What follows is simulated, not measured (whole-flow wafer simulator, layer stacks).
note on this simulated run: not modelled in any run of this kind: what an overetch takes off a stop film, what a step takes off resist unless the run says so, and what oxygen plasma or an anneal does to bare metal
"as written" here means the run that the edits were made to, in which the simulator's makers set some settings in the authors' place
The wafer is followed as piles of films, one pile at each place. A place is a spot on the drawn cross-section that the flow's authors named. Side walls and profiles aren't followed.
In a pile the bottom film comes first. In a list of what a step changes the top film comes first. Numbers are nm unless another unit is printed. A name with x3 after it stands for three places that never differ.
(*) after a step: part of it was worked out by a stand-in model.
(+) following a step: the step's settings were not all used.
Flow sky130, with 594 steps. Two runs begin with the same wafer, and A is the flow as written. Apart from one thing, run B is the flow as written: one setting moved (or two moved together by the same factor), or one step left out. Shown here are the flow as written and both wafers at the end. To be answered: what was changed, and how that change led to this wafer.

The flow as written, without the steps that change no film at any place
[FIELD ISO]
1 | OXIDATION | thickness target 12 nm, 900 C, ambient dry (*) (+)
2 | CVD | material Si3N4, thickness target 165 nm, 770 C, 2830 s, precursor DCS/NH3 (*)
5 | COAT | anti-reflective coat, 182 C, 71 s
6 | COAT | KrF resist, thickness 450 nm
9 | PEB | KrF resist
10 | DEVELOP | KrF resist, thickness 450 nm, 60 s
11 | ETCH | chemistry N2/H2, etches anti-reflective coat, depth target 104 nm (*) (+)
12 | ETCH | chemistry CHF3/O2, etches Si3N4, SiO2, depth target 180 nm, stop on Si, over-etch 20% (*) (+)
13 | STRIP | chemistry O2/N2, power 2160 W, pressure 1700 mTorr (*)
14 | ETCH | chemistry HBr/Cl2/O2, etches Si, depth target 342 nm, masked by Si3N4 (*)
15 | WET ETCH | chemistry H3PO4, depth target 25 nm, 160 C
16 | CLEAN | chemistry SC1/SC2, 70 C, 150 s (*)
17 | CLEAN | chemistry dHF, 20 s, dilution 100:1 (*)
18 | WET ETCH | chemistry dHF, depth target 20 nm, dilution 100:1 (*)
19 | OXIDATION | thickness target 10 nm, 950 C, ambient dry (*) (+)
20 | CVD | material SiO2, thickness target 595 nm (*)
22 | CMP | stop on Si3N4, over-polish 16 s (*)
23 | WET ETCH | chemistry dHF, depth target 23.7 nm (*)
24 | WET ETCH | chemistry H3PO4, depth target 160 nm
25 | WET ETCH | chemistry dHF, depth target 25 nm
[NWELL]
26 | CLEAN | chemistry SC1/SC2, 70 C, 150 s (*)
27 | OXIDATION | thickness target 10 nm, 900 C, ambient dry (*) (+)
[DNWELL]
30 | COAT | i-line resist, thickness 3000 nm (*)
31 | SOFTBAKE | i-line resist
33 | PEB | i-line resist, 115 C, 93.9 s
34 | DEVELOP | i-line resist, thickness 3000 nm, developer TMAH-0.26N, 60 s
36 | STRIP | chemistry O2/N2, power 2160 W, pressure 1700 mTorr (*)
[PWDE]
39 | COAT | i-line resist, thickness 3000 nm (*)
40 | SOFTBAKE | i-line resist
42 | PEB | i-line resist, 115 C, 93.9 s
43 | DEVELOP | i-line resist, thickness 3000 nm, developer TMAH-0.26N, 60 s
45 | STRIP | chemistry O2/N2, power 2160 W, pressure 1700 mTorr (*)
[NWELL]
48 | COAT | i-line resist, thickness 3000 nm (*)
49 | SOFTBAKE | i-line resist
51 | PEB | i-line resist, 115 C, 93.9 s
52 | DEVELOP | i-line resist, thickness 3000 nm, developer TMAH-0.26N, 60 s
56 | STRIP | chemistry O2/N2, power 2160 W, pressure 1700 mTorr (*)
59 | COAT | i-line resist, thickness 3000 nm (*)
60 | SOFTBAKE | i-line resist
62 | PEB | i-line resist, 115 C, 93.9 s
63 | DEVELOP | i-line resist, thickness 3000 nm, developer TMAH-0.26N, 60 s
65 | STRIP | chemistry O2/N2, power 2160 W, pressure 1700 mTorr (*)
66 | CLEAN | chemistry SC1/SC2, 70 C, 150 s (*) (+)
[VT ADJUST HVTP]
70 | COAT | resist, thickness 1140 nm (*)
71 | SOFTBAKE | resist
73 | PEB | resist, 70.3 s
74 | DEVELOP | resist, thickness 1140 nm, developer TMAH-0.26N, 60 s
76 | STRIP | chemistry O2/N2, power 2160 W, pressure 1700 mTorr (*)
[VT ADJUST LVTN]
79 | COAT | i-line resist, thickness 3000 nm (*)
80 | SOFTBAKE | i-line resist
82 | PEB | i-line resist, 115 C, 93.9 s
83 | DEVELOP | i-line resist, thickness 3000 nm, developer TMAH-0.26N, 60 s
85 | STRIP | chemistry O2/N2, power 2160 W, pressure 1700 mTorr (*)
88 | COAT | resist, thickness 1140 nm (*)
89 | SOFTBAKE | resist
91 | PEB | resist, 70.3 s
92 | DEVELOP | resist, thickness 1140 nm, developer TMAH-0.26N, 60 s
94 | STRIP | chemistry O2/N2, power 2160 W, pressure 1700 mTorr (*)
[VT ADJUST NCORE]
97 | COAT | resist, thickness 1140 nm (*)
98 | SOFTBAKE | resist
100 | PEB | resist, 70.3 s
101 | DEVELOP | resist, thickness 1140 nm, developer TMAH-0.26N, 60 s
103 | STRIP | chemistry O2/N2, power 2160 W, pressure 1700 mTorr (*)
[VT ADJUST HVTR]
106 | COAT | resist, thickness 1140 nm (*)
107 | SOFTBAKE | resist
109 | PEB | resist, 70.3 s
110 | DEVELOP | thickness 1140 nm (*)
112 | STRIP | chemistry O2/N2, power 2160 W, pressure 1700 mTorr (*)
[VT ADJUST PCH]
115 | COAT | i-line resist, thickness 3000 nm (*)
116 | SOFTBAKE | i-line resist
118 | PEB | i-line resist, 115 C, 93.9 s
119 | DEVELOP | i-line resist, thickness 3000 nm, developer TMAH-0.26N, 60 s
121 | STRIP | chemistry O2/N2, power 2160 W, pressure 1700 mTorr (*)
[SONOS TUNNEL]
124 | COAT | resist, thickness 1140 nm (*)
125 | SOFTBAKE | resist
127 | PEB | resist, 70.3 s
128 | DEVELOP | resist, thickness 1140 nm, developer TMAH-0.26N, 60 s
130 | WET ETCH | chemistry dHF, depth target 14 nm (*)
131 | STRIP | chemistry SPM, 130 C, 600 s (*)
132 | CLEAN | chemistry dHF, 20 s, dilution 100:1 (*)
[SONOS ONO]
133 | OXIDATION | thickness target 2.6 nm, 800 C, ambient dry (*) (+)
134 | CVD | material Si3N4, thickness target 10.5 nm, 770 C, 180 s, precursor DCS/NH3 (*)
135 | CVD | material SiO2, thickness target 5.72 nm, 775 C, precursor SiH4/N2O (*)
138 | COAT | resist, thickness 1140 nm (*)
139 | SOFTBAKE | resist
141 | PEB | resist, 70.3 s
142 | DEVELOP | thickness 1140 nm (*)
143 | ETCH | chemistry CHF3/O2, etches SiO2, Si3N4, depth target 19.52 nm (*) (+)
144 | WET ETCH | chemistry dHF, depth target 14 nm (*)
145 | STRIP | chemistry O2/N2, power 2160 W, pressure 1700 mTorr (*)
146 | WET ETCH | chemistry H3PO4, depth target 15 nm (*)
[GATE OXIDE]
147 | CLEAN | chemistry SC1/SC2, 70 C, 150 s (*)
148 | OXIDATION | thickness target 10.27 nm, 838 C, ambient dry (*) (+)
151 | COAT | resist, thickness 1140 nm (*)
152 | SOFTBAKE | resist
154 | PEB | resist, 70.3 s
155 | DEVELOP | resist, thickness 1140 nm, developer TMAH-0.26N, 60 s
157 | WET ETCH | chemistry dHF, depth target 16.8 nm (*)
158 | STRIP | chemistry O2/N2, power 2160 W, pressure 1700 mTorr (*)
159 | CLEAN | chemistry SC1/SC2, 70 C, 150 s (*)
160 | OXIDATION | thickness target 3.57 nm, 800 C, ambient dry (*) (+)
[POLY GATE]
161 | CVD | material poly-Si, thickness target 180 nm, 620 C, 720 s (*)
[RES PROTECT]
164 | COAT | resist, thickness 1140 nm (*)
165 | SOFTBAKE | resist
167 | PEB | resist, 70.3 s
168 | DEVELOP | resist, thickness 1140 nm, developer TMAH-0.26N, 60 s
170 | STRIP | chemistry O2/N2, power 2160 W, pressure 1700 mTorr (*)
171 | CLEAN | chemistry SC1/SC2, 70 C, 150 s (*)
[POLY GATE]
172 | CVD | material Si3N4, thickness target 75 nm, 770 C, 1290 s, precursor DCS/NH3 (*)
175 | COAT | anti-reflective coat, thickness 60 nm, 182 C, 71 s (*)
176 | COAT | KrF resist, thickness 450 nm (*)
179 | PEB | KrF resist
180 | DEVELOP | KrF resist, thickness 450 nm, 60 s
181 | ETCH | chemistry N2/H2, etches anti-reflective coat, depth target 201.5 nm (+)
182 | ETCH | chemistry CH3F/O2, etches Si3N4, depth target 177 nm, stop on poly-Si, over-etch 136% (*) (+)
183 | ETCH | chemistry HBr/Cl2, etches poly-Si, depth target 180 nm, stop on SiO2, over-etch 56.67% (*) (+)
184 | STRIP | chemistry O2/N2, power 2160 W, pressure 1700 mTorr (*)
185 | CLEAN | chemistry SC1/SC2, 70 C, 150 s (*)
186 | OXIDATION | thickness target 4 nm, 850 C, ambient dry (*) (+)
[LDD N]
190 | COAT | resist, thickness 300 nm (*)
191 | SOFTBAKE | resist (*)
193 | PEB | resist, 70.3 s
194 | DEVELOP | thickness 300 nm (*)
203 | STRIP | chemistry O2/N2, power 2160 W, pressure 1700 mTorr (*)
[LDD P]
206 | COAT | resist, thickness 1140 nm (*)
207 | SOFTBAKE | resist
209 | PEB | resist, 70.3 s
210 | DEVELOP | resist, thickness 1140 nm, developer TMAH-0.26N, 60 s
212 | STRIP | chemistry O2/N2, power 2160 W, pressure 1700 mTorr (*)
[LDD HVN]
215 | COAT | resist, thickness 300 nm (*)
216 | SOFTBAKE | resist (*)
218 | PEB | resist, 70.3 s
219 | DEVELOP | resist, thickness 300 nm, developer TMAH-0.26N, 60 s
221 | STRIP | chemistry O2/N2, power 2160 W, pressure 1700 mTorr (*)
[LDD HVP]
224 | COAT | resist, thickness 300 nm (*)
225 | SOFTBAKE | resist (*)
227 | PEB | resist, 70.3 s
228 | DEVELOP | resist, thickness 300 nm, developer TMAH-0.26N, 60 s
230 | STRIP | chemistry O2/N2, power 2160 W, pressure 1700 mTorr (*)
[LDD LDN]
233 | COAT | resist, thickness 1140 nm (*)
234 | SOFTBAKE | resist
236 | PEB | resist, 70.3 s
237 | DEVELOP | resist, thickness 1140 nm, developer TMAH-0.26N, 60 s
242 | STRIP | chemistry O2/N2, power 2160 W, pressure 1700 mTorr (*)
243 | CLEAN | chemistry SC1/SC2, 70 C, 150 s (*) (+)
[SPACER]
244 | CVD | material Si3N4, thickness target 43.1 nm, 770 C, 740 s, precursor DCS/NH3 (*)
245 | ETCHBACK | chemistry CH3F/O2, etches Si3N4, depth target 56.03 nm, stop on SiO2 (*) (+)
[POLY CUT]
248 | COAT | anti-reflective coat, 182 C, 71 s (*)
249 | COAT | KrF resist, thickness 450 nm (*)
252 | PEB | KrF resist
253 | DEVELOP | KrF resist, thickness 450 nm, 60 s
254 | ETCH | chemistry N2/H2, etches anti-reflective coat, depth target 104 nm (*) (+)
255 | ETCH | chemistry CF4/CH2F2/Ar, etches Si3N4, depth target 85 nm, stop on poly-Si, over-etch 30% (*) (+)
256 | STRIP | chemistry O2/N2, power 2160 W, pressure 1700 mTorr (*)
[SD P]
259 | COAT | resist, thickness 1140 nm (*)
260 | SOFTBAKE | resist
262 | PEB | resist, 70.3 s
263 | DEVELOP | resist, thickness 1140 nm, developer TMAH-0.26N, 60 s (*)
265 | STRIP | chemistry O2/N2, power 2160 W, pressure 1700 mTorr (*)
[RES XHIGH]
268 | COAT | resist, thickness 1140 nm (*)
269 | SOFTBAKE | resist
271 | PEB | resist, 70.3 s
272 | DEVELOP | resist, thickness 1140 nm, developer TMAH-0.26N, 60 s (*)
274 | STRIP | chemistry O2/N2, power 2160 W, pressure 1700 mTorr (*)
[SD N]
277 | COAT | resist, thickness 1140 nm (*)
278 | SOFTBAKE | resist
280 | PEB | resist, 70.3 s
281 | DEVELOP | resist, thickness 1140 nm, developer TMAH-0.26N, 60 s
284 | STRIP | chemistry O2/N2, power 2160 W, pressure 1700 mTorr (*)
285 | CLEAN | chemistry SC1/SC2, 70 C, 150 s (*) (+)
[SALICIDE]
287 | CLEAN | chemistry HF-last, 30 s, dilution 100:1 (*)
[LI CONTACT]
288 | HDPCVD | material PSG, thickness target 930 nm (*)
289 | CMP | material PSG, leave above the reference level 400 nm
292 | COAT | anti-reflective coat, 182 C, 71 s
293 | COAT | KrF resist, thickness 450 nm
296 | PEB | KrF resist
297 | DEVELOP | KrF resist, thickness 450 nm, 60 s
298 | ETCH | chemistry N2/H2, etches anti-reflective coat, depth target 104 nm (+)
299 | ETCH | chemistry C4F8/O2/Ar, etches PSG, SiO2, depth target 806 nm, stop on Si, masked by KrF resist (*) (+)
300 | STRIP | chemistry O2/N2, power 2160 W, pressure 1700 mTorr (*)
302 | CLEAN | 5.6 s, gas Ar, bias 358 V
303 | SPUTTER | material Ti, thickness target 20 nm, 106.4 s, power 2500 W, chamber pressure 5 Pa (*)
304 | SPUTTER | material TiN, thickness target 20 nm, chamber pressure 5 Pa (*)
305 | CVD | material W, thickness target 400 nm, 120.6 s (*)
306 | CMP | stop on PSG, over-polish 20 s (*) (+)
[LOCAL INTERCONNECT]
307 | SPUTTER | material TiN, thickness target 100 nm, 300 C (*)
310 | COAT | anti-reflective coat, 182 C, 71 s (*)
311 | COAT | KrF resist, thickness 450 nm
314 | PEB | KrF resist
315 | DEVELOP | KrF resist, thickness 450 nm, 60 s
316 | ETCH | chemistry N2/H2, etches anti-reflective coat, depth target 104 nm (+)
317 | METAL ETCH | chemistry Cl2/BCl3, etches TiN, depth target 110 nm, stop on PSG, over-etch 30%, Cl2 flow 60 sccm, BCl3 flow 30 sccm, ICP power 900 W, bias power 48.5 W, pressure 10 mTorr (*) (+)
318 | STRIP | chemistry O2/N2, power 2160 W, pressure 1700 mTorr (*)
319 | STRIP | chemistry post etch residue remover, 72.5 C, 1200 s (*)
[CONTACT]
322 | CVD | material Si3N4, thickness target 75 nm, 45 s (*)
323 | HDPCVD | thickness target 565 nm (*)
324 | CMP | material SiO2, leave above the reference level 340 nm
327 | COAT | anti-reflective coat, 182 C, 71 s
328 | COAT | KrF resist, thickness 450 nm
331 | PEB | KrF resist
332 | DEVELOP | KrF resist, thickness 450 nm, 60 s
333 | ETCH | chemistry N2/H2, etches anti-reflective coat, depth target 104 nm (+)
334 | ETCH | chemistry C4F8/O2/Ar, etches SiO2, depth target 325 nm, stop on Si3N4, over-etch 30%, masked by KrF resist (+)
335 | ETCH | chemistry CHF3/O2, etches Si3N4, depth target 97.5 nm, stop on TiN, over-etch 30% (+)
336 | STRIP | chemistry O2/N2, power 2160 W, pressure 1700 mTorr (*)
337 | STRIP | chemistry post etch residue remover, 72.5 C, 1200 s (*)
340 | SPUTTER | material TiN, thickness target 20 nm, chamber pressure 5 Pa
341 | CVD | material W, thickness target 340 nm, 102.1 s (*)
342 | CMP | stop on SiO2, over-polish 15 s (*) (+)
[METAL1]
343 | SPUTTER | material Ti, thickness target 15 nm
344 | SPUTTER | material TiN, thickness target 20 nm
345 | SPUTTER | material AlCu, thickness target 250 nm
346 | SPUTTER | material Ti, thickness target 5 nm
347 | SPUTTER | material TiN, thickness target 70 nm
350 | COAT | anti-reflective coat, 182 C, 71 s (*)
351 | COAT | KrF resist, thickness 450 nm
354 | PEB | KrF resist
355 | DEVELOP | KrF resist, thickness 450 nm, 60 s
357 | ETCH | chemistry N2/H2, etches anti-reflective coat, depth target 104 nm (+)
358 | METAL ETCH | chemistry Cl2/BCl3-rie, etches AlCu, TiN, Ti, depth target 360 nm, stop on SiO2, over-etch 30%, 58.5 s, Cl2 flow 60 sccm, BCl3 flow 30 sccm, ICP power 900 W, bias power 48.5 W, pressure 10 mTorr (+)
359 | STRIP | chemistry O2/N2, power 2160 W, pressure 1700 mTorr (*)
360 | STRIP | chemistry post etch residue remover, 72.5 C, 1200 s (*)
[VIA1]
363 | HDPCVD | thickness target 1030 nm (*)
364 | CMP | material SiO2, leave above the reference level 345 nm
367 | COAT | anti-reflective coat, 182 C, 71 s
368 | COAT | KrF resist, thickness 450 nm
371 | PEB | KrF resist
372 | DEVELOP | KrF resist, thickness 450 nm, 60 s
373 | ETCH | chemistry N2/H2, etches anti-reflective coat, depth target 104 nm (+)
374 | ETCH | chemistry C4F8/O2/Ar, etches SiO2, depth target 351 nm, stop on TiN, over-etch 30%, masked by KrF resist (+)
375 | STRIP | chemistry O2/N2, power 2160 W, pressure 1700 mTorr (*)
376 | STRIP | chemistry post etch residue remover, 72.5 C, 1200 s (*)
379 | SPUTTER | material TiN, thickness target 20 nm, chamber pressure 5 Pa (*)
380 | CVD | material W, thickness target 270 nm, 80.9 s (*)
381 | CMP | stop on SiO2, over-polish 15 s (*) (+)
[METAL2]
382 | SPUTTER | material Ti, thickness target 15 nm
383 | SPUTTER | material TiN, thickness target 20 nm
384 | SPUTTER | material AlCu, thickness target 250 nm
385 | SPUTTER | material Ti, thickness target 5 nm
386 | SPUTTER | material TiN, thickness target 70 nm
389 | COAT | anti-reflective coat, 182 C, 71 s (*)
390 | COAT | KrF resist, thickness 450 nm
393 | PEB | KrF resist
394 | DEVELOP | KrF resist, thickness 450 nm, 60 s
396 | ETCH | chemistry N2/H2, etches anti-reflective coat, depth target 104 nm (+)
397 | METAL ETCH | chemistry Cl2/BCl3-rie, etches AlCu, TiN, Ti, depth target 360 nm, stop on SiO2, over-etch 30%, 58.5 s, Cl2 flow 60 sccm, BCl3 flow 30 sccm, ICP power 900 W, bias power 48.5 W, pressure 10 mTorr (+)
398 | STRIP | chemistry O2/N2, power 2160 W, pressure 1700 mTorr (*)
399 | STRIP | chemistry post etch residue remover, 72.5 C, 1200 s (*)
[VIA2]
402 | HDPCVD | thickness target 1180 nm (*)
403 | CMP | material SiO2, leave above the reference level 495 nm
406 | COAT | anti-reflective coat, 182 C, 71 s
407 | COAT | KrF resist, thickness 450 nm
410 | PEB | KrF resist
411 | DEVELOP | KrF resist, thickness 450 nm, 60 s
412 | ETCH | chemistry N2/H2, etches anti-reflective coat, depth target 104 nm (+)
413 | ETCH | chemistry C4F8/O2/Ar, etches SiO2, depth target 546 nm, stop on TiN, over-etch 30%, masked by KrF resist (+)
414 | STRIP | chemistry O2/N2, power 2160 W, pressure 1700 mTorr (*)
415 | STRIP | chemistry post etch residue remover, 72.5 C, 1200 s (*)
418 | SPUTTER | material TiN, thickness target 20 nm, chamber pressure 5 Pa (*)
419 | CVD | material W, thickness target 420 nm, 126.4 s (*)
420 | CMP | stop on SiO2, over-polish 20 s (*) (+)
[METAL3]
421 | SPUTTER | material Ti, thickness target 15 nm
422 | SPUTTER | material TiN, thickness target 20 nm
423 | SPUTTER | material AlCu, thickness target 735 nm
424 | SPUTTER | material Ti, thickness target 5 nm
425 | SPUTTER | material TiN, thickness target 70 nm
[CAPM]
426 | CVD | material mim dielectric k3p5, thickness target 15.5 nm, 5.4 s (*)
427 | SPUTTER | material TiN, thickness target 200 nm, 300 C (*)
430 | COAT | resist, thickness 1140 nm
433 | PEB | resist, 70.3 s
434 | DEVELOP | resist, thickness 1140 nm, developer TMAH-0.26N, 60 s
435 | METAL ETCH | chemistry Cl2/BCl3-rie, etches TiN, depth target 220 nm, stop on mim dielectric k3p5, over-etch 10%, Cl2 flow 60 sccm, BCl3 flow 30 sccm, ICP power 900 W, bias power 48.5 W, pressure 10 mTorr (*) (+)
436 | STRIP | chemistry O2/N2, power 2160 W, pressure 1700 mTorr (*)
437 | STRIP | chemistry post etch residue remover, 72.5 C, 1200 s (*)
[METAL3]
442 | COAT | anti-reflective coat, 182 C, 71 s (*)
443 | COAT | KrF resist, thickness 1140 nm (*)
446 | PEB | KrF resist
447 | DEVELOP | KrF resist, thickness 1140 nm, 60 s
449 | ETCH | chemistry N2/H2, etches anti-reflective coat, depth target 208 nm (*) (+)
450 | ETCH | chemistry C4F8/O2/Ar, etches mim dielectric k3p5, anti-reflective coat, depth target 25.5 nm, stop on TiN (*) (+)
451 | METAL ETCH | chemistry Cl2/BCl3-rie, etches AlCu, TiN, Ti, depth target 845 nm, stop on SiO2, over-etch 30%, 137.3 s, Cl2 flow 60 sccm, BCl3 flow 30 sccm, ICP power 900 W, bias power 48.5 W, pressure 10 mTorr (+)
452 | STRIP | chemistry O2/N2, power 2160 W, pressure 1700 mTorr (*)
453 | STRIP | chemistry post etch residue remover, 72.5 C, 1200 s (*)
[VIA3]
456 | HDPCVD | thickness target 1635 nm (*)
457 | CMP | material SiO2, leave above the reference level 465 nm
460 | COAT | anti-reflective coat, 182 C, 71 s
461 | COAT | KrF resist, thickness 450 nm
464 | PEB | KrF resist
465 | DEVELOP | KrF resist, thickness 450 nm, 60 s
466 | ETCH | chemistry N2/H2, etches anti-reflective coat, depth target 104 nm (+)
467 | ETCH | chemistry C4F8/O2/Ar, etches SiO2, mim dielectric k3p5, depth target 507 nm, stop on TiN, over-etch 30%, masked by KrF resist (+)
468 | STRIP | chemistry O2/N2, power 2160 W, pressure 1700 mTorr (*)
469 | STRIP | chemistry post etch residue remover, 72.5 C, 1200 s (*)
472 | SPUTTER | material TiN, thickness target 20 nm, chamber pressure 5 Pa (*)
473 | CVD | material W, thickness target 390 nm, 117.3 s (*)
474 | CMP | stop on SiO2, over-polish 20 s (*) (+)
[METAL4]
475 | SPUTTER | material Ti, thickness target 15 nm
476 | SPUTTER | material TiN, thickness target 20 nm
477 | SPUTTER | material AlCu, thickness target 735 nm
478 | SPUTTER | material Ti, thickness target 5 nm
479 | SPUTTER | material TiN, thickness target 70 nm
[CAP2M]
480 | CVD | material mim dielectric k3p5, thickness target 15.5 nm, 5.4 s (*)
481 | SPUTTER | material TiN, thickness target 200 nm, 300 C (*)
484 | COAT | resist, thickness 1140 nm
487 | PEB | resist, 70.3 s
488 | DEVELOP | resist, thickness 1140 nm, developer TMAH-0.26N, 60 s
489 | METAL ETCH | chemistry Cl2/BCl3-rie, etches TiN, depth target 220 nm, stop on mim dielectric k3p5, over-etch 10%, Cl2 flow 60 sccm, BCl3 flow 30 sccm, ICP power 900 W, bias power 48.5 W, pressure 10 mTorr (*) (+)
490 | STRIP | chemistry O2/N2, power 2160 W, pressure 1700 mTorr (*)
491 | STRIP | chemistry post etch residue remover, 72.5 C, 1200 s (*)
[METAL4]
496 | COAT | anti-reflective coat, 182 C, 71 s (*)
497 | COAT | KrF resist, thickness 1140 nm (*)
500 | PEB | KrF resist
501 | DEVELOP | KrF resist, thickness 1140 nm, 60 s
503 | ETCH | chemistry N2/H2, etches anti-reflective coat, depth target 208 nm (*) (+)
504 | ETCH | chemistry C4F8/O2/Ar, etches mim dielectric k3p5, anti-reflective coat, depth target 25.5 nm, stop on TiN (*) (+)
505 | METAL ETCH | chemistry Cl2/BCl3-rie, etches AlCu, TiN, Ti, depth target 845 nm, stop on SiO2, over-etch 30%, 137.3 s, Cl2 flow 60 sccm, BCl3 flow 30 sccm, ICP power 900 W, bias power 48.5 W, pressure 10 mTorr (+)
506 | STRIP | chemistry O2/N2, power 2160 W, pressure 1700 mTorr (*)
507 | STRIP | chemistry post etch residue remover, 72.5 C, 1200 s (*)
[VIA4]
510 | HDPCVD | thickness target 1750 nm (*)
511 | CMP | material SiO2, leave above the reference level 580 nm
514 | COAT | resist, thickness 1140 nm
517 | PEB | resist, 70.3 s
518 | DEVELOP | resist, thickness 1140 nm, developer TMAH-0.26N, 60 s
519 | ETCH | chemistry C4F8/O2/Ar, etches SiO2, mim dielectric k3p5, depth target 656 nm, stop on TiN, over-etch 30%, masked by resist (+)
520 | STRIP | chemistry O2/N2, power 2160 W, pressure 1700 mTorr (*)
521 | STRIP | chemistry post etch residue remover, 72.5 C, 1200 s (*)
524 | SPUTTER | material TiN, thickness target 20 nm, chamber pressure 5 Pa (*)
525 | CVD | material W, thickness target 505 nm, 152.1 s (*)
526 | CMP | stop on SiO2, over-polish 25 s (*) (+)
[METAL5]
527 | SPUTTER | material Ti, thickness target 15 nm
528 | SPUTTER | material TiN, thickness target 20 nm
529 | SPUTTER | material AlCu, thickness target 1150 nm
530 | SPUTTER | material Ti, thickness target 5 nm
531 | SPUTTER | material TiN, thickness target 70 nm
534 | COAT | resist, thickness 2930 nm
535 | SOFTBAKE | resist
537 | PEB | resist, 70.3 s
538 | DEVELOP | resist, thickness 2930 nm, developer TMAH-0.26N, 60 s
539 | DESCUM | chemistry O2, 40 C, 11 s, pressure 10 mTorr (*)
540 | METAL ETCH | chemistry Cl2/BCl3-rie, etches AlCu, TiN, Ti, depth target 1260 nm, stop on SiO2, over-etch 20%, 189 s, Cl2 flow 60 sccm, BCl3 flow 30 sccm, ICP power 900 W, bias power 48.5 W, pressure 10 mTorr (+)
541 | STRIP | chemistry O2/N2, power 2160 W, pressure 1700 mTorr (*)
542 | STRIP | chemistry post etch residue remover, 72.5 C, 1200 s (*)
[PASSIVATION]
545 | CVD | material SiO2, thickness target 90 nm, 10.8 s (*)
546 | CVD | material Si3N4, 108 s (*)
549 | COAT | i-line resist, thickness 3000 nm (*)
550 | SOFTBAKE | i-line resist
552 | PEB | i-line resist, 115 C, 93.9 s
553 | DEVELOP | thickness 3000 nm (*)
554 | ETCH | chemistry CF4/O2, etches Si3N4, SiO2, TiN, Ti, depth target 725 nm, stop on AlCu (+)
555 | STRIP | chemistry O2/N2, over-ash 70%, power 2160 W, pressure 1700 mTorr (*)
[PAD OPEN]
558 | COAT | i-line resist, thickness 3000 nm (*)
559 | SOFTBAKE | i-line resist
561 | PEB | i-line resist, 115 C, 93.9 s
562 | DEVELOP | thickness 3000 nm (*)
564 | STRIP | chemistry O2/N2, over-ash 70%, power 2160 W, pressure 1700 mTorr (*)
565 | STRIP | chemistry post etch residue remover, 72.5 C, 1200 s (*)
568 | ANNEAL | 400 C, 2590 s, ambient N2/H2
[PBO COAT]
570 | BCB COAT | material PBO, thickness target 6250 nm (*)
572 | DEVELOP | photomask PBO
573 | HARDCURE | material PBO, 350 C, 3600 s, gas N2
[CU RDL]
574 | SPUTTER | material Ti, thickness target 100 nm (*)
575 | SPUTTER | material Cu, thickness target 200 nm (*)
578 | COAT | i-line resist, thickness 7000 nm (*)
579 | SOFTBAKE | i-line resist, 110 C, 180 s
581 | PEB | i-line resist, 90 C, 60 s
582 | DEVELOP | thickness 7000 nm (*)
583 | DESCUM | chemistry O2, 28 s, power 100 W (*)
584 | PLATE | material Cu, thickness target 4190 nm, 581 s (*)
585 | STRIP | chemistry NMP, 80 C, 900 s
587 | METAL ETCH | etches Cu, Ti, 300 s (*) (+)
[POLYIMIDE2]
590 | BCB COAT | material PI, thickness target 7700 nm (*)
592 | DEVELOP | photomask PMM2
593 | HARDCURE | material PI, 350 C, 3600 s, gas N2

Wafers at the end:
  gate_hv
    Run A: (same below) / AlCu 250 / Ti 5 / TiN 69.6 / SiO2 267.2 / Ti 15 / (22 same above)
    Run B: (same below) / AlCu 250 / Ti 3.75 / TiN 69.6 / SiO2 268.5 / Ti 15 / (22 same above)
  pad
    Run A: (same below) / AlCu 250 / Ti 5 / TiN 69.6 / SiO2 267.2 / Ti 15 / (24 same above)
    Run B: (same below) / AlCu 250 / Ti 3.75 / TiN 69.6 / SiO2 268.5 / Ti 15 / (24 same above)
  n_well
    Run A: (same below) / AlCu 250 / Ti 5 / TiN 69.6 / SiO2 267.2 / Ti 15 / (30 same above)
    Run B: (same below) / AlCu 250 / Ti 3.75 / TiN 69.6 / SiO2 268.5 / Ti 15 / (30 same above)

What caused this: step 346, SPUTTER: thickness target 3.75 nm was run, though the flow has thickness target 5 nm.
The wafer lets one read it off: gate_hv has Ti 3.75, and step 346 as written asks for 5 nm.

The path from the change to this, step by step:
  346 | SPUTTER | material Ti, thickness target 5 nm
      field, active, n_well and 188 more: A +5 Ti (new film) | B +3.75 Ti (new film)
  358 | METAL ETCH | chemistry Cl2/BCl3-rie, etches AlCu, TiN, Ti, depth target 360 nm, stop on SiO2, over-etch 30%, 58.5 s, Cl2 flow 60 sccm, BCl3 flow 30 sccm, ICP power 900 W, bias power 48.5 W, pressure 10 mTorr (+)
      field, active, gate and 81 more: A -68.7 TiN (all of it), -5 Ti (all of it), -250 AlCu (all of it), -20 TiN (all of it), -15 Ti (all of it), -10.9 SiO2 | B -68.7 TiN (all of it), -3.75 Ti (all of it), -250 AlCu (all of it), -20 TiN (all of it), -15 Ti (all of it), -11.1 SiO2
